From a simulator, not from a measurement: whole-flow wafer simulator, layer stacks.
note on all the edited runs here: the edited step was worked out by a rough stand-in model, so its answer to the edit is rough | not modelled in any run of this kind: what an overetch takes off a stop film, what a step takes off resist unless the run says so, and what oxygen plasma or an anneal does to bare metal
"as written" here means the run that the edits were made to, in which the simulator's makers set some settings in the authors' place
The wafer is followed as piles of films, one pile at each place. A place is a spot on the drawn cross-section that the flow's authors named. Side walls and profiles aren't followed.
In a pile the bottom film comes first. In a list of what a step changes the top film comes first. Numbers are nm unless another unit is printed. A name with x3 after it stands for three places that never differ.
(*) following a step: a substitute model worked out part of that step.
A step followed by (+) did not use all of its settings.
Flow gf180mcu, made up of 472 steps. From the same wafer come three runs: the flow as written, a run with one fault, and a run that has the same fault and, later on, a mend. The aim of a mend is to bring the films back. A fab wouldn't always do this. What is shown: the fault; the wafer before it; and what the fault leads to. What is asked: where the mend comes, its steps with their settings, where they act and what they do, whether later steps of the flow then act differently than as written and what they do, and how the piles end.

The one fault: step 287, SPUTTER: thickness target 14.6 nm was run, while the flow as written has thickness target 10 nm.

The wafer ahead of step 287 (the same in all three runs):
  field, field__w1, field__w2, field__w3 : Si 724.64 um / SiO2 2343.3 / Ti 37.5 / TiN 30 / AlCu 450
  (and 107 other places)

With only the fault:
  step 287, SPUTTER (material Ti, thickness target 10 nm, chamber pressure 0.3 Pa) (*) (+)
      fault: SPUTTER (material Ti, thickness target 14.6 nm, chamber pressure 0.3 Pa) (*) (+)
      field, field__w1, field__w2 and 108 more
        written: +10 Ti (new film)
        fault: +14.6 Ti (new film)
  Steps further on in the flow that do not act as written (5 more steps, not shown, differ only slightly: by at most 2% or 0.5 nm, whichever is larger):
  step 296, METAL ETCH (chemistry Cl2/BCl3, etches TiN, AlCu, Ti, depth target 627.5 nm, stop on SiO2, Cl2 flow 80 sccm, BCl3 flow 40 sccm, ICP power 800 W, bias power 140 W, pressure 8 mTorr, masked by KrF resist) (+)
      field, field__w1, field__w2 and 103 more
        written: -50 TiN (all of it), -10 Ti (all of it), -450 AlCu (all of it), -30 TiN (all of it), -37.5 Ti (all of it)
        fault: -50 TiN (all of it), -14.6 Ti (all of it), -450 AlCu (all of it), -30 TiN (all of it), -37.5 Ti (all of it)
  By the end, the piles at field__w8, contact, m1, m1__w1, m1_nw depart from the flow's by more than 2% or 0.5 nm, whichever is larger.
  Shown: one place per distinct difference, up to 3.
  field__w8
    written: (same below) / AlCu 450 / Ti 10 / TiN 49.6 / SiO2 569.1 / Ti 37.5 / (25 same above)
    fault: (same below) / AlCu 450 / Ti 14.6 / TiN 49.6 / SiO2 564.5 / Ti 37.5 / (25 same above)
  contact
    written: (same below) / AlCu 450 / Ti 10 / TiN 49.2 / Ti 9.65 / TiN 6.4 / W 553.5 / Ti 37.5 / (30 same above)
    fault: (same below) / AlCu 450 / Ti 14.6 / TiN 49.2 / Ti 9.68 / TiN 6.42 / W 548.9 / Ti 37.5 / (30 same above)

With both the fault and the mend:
  The mend follows step 287.
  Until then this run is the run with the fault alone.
  step 287a, METAL ETCH (chemistry Cl2/BCl3, etches TiN, AlCu, Ti, depth target 4.6 nm, Cl2 flow 80 sccm, BCl3 flow 40 sccm, ICP power 800 W, bias power 140 W, pressure 8 mTorr) (a further turn of the flow's step 260, with different settings)
      field, field__w1, field__w2 and 108 more
        -4.6 Ti
  Every later step of the flow that is run acts as written at every place that is followed.
  By the end, the piles equal the flow's at every place that both follow.
